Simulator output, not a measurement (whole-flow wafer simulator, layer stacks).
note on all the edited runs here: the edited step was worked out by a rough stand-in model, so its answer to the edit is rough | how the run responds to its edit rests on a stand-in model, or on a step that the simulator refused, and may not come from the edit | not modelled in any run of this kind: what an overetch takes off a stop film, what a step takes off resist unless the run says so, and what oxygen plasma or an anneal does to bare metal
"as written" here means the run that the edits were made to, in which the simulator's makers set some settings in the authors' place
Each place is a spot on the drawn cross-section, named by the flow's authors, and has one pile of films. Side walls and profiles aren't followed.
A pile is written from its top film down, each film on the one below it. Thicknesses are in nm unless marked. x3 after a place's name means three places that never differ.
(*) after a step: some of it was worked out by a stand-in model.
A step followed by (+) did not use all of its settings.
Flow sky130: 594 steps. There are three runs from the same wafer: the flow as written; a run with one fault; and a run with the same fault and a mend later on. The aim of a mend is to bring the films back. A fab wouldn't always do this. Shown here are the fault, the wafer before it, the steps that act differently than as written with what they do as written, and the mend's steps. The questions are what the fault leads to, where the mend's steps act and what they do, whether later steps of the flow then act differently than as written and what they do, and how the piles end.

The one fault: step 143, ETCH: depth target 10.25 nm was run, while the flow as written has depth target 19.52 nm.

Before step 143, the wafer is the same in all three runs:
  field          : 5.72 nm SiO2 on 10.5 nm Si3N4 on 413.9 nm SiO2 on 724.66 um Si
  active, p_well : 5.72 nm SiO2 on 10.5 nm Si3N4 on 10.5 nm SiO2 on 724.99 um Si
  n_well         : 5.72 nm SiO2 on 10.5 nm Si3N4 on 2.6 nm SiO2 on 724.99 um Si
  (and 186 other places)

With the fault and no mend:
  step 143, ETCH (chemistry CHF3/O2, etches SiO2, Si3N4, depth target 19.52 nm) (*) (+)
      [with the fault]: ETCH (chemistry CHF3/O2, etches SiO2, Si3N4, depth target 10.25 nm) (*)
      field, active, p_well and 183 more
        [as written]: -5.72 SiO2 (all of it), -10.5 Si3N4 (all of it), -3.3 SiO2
        [with the fault]: -5.72 SiO2 (all of it), -4.53 Si3N4
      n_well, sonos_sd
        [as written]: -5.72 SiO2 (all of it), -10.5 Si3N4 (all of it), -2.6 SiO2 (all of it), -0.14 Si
        [with the fault]: -5.72 SiO2 (all of it), -4.53 Si3N4
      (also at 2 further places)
  Steps later in the flow that act otherwise than as written (not shown: 42 more steps that differ only slightly, by at most 2% or 0.5 nm, whichever is larger):
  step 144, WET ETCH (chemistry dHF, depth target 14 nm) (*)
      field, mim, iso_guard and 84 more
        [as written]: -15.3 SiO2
        [with the fault]: -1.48 Si3N4
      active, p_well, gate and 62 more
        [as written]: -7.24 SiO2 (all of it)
        [with the fault]: -1.48 Si3N4
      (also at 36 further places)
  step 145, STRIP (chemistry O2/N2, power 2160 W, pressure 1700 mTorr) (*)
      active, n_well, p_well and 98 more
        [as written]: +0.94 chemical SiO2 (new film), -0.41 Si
        [with the fault]: nothing
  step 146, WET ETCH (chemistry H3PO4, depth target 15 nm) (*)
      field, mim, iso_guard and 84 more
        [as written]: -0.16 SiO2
        [with the fault]: -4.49 Si3N4 (all of it), -0.11 SiO2
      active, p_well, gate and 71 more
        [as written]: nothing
        [with the fault]: -4.49 Si3N4 (all of it)
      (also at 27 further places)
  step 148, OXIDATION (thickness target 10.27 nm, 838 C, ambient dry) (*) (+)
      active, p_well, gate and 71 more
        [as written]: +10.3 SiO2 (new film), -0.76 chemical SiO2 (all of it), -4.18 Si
        [with the fault]: +6.52 SiO2, -2.87 Si
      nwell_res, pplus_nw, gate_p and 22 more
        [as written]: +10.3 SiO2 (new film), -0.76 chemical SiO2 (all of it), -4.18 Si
        [with the fault]: +6.54 SiO2, -2.88 Si
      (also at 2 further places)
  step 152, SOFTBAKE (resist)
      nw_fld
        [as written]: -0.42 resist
        [with the fault]: +1.42 resist
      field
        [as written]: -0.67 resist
        [with the fault]: -0.04 resist
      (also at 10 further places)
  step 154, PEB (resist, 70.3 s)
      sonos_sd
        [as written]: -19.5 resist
        [with the fault]: -20.1 resist
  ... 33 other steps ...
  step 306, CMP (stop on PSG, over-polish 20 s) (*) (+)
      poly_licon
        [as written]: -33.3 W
        [with the fault]: -50 W
  By the end, the piles at field, gate_hv, m1 and 127 more depart from the flow's by more than 2% or 0.5 nm, whichever is larger.
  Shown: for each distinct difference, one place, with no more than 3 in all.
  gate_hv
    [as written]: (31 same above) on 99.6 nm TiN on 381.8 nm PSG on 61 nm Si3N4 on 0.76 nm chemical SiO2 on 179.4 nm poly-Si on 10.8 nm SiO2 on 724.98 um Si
    [with the fault]: (31 same above) on 99.6 nm TiN on 375.5 nm PSG on 61 nm Si3N4 on 0.76 nm chemical SiO2 on 179.4 nm poly-Si on 17.1 nm SiO2 on 724.99 um Si
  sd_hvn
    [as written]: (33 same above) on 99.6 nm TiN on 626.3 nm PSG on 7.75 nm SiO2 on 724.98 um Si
    [with the fault]: (33 same above) on 99.6 nm TiN on 620.1 nm PSG on 13.9 nm SiO2 on 724.98 um Si
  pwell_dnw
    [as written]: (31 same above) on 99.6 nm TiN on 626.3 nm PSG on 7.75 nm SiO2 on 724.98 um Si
    [with the fault]: (31 same above) on 99.6 nm TiN on 620.1 nm PSG on 13.9 nm SiO2 on 724.98 um Si

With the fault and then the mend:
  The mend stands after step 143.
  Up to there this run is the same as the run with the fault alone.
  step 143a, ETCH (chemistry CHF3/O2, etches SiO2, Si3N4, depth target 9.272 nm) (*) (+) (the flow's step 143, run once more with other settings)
      field, active, p_well and 183 more
        -5.97 Si3N4 (all of it), -3.3 SiO2
      n_well, sonos_sd
        -5.97 Si3N4 (all of it), -2.6 SiO2 (all of it), -0.14 Si
      sonos_cell, sonos_cell_x
        -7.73 resist
  Every later step of the flow that is run acts as written, at every place that is followed, to within 2% or 0.5 nm, whichever is larger.
  At every place that both follow, the piles at the end match the flow's.
